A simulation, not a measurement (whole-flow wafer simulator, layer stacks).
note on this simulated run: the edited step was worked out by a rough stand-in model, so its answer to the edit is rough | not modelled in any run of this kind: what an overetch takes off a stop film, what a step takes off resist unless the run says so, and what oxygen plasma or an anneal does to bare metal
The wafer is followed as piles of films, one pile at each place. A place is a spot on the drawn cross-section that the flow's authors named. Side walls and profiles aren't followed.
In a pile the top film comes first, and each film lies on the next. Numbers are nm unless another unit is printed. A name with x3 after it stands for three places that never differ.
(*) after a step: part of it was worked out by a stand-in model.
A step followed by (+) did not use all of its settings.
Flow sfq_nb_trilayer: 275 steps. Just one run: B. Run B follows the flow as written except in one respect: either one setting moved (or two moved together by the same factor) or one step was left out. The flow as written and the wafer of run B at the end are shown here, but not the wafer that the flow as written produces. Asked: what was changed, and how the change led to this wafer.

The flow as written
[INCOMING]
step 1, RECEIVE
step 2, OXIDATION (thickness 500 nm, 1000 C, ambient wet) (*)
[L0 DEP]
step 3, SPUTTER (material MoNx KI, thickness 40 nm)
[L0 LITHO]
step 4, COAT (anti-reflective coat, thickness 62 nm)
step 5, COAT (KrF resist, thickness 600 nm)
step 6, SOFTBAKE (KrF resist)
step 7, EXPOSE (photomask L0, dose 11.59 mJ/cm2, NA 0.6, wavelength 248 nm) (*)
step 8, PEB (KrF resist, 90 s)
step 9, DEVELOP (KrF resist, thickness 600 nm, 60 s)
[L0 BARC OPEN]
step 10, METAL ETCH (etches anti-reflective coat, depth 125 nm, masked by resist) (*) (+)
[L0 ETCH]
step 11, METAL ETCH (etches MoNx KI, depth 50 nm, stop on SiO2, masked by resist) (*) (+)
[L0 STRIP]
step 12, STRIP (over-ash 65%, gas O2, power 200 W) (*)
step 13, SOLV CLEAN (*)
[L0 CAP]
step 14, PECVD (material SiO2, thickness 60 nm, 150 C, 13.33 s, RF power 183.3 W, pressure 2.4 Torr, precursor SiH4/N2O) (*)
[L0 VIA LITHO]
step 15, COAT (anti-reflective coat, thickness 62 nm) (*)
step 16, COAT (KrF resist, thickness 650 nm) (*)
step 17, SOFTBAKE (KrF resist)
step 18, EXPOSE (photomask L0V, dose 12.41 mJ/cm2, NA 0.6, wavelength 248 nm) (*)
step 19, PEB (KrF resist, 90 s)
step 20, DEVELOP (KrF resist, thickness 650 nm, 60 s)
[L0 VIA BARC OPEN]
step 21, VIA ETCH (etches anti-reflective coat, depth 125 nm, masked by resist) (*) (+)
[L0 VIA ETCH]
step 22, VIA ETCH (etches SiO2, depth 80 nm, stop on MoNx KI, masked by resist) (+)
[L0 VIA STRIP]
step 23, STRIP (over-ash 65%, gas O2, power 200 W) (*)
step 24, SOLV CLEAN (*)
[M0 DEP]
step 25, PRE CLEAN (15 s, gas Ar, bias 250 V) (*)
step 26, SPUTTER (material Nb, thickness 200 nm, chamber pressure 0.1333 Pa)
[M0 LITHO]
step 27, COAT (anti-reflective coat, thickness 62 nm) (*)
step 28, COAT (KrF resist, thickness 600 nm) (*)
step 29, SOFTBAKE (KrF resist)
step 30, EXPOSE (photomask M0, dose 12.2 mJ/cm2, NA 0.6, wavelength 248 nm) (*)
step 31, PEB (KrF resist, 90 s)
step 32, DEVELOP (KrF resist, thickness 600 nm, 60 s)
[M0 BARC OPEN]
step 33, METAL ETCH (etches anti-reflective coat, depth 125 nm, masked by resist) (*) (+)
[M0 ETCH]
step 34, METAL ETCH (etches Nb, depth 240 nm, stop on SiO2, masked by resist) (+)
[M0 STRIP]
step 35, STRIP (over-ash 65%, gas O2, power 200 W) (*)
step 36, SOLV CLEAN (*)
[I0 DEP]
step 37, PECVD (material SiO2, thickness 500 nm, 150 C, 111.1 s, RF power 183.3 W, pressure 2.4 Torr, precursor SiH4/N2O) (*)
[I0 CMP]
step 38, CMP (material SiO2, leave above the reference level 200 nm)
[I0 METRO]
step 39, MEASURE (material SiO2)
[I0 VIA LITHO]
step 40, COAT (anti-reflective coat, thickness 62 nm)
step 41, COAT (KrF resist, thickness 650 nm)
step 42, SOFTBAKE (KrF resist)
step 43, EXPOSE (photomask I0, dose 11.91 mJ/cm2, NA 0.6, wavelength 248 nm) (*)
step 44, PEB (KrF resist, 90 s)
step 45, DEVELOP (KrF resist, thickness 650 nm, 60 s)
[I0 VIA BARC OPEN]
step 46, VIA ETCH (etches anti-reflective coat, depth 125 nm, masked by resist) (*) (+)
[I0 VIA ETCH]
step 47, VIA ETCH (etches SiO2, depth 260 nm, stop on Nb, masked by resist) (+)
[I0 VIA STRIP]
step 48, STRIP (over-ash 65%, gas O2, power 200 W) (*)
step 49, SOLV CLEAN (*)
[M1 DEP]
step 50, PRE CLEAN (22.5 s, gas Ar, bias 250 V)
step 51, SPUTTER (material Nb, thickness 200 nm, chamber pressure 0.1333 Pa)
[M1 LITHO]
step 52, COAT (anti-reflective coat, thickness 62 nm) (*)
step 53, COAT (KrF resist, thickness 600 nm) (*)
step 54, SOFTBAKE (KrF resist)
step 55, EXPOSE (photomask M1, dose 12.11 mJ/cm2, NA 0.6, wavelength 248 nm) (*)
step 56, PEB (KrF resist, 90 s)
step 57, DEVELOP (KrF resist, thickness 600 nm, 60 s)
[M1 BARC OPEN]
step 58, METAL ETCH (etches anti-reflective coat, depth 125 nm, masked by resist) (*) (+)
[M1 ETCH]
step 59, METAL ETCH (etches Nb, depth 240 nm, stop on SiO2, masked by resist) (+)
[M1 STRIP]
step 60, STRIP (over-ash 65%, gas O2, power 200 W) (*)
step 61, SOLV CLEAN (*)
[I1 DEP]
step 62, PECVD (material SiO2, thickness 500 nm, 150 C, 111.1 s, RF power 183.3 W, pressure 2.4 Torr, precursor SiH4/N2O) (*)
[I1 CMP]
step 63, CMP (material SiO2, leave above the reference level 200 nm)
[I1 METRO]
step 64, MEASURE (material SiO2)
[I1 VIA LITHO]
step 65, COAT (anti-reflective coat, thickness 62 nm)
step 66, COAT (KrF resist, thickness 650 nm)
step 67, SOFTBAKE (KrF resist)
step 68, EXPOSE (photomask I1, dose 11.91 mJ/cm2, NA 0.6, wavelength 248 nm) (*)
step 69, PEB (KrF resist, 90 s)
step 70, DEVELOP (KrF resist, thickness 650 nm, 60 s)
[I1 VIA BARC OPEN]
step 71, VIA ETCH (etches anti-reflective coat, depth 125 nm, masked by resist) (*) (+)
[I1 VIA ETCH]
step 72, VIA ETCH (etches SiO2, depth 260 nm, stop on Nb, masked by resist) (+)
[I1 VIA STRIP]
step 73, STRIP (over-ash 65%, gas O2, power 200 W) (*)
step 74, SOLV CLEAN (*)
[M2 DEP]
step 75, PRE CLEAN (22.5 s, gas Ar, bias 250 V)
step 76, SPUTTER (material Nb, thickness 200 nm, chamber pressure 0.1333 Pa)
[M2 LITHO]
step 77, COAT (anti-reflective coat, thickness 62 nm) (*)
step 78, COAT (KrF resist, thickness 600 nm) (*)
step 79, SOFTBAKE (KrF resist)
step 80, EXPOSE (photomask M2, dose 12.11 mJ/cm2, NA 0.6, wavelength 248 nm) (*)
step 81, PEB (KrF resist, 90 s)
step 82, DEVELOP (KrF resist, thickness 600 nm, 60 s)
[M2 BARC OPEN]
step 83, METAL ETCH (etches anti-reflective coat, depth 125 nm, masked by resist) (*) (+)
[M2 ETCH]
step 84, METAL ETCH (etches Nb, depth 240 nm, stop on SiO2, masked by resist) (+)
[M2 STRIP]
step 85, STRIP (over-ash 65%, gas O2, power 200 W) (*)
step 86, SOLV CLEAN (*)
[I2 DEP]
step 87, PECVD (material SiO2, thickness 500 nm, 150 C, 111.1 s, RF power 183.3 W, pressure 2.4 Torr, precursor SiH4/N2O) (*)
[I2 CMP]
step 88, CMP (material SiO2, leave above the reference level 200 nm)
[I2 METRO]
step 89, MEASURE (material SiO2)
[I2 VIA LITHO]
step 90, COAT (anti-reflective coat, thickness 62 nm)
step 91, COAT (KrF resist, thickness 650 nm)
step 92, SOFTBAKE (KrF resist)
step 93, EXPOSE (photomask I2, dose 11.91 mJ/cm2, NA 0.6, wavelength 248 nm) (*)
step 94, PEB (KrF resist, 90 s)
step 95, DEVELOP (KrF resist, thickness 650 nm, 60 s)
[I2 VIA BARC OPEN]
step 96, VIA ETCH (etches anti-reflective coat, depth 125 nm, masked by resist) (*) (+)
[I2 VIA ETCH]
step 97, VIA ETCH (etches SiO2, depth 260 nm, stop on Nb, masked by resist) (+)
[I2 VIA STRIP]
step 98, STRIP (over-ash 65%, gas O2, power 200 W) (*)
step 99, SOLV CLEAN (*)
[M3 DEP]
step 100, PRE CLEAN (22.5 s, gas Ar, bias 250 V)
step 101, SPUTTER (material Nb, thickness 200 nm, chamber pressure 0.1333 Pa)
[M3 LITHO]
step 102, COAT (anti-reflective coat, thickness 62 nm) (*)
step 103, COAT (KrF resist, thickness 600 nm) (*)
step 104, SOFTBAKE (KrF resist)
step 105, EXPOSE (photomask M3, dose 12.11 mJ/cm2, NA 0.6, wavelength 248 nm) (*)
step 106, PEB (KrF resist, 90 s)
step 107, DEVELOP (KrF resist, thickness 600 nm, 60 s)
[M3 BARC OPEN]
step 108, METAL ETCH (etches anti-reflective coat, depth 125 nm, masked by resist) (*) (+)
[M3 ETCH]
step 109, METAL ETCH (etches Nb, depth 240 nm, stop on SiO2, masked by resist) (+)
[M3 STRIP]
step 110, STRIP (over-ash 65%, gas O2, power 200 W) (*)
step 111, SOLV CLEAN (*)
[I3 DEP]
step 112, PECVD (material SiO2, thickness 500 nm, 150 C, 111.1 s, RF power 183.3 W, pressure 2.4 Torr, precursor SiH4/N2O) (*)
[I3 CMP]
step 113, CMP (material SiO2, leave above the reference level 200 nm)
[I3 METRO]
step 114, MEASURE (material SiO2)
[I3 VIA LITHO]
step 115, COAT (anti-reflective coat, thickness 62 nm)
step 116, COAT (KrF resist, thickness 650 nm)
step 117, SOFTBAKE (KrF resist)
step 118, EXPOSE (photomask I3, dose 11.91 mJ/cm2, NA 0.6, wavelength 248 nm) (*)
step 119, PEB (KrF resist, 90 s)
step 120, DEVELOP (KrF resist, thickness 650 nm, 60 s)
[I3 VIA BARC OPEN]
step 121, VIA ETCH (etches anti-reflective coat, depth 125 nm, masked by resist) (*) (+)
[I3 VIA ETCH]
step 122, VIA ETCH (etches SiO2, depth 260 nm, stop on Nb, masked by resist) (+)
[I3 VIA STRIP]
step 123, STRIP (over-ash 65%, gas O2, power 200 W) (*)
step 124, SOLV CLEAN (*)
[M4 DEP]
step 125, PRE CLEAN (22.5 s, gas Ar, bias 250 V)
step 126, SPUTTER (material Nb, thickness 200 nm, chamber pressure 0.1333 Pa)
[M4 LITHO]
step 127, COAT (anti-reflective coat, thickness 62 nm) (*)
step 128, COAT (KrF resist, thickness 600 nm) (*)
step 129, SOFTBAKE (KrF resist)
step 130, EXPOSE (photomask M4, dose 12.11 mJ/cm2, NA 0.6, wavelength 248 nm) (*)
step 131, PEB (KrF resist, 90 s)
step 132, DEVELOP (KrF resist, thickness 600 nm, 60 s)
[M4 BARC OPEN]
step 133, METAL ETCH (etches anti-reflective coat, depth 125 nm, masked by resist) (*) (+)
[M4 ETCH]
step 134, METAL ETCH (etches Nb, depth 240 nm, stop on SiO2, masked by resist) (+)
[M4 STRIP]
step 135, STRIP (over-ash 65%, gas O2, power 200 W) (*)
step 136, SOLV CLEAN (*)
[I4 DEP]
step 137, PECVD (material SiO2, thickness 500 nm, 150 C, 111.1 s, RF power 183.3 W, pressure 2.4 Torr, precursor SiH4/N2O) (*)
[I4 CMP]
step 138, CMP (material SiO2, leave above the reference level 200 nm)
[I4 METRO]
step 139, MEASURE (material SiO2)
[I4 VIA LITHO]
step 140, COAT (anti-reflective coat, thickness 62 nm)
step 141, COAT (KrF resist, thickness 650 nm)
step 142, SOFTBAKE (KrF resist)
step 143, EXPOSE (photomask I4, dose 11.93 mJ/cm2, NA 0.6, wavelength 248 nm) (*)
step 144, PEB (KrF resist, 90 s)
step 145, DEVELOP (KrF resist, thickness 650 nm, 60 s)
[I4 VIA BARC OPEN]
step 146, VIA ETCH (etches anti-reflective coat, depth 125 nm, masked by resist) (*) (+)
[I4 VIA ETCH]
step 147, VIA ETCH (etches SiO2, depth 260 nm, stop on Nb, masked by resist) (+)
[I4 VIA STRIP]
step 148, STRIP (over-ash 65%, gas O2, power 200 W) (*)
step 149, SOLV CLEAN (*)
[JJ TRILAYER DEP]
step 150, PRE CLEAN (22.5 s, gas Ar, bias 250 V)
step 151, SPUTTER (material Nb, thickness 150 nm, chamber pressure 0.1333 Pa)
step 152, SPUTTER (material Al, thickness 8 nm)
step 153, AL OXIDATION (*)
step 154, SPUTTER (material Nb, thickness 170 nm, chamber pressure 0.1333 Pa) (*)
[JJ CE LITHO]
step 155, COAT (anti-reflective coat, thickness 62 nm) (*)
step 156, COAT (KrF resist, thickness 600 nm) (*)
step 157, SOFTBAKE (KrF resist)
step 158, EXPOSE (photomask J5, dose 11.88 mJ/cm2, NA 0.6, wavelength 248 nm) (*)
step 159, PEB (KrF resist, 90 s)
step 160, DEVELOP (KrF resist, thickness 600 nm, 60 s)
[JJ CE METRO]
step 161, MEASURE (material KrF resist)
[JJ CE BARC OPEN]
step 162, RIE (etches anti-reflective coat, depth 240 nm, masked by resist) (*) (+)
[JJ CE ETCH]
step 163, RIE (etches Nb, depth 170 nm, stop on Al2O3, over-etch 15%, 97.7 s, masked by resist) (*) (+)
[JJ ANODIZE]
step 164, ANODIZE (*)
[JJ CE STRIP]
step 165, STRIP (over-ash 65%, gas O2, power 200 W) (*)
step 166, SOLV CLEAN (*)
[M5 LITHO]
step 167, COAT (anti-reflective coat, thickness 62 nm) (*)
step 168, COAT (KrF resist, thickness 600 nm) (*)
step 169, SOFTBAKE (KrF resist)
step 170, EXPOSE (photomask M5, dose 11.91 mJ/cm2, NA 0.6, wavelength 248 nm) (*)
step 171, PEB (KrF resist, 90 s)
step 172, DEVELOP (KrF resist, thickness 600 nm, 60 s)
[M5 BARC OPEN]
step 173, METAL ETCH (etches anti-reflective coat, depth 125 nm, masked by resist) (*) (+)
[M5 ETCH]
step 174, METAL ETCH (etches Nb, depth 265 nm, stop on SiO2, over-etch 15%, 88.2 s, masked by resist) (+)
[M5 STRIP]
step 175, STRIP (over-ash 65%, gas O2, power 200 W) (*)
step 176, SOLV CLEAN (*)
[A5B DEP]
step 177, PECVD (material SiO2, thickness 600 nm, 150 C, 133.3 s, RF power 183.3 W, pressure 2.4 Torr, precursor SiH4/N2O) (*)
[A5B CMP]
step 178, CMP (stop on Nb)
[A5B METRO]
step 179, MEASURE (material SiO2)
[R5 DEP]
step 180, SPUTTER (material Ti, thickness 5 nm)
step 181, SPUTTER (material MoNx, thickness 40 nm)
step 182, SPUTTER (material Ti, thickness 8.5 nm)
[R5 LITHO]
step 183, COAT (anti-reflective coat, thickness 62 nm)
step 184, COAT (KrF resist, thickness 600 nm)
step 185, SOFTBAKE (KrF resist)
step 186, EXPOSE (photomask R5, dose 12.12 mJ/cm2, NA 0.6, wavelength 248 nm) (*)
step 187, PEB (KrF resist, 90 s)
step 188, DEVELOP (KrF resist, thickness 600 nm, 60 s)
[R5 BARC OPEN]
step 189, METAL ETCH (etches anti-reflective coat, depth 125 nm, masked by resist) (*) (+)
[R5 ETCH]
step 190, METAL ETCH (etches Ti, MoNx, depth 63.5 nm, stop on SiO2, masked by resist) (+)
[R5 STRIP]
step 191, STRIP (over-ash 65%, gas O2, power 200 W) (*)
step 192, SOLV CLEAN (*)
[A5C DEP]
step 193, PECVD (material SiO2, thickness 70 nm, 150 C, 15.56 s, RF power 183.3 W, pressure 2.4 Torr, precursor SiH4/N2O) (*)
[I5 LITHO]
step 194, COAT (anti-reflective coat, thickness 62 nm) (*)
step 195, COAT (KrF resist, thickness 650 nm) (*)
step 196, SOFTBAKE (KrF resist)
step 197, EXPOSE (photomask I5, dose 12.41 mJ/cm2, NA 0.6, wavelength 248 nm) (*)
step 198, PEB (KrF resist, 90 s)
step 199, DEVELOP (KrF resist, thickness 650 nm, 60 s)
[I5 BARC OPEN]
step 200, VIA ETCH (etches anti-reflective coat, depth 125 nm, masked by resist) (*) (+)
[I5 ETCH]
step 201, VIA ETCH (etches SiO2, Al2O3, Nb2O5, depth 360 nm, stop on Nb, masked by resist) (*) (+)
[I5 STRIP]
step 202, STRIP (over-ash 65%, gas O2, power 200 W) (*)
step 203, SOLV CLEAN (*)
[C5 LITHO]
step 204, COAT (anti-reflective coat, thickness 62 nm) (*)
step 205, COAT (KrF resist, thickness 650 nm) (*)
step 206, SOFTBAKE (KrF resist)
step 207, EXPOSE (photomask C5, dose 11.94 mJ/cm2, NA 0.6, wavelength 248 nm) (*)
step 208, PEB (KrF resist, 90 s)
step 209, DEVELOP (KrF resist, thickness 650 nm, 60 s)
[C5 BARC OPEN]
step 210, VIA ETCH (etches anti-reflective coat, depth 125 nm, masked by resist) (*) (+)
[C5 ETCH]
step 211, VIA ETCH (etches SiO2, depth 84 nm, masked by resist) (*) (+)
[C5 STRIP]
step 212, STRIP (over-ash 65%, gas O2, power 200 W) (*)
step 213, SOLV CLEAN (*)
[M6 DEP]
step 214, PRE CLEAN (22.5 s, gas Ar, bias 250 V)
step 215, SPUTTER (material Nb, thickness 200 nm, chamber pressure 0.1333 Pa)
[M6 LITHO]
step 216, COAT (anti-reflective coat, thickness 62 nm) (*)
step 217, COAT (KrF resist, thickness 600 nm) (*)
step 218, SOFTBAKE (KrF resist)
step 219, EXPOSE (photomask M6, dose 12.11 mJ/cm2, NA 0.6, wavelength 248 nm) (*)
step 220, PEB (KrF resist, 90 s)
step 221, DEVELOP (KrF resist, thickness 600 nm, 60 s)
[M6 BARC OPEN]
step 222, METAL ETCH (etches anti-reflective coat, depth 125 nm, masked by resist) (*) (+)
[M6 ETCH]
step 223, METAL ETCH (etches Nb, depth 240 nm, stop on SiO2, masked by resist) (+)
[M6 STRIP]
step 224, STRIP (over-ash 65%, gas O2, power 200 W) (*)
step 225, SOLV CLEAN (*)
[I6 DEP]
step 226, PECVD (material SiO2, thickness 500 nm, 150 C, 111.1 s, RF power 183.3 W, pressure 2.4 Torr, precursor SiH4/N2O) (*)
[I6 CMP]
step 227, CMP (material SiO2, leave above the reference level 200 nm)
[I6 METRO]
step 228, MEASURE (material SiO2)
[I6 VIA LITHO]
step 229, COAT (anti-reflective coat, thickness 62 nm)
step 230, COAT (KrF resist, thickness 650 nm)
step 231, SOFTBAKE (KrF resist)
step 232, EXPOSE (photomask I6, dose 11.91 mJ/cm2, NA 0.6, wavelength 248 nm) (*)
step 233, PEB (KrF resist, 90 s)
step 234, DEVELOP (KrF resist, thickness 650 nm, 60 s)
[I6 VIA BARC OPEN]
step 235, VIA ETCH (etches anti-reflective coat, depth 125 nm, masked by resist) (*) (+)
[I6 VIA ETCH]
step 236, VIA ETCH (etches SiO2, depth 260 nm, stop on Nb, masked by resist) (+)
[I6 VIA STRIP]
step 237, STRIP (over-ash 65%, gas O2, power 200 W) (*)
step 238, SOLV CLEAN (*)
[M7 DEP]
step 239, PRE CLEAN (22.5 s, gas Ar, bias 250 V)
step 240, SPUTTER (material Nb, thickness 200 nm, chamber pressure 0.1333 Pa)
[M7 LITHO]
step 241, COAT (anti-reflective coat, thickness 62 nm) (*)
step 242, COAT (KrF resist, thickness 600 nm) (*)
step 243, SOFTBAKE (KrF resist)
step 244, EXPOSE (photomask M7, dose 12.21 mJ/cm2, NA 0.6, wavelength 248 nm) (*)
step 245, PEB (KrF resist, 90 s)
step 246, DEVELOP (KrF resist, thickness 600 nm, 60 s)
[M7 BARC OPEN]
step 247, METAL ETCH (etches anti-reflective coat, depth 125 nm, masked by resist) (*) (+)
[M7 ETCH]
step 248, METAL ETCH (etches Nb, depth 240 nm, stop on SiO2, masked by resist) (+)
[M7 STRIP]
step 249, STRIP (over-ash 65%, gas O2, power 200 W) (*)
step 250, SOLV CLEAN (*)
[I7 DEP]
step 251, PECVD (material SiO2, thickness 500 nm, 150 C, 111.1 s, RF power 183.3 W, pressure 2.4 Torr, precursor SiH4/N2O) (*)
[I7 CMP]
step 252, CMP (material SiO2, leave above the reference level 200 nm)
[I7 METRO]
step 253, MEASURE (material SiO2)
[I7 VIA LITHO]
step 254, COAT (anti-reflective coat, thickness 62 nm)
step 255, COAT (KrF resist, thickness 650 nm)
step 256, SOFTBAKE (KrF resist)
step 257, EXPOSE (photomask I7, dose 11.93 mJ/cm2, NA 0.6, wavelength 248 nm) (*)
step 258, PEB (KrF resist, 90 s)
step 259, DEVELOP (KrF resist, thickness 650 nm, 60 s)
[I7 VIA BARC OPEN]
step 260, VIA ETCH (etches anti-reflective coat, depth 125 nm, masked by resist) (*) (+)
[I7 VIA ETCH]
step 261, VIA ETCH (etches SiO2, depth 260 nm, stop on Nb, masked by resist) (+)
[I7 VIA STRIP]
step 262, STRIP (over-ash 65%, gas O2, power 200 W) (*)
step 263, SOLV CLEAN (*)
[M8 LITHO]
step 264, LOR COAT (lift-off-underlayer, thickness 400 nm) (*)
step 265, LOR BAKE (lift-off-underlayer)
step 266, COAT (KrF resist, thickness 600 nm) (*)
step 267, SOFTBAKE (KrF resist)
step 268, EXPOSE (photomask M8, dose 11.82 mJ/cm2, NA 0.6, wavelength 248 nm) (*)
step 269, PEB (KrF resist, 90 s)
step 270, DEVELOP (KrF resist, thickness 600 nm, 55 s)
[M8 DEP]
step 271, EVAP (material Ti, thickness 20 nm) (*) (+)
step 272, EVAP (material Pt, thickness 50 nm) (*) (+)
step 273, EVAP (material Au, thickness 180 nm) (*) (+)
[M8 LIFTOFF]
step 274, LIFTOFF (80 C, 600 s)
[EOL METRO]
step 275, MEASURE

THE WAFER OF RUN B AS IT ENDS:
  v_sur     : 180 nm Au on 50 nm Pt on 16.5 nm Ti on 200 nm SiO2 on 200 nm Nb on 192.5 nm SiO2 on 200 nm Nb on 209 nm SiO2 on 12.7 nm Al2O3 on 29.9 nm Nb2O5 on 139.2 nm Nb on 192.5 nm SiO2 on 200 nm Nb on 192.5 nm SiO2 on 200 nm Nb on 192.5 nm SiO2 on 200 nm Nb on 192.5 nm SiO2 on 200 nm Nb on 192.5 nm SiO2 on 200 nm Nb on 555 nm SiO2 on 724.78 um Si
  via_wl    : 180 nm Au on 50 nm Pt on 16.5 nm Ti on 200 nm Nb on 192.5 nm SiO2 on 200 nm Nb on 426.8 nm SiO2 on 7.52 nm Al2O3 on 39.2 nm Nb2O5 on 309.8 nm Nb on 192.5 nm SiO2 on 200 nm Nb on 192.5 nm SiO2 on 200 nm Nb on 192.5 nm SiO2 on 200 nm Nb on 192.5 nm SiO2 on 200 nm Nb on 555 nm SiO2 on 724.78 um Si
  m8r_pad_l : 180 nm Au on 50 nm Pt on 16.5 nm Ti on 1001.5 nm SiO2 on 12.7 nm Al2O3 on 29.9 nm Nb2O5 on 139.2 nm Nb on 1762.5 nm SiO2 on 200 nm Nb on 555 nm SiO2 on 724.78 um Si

Cause: step 271, EVAP: thickness 16.5 nm was run, while the flow as written has thickness 20 nm.
The wafer itself shows it: v_sur has Ti 16.5, and step 271 as written asks for 20 nm.

How this came from the change, step by step:
  step 271, EVAP (material Ti, thickness 20 nm) (*) (+)
      field_l, v_sur, via_wl and 103 more: +16.5 Ti (new film) (in the flow as written it would be: +20 Ti (new film))
  step 274, LIFTOFF (80 C, 600 s)
      p4_fl, p4_fm, p4_w1 and 71 more: -180 Au (all of it), -50 Pt (all of it), -16.5 Ti (all of it), -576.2 KrF resist (all of it), -400 lift-off-underlayer (all of it) (in the flow as written it would be: -180 Au (all of it), -50 Pt (all of it), -20 Ti (all of it), -576.2 KrF resist (all of it), -400 lift-off-underlayer (all of it))
      c5j, ce_r: -180 Au (all of it), -50 Pt (all of it), -16.5 Ti (all of it), -573.3 KrF resist (all of it), -399.3 lift-off-underlayer (all of it) (in the flow as written it would be: -180 Au (all of it), -50 Pt (all of it), -20 Ti (all of it), -573.3 KrF resist (all of it), -399.3 lift-off-underlayer (all of it))
      (as well as at 19 more places)
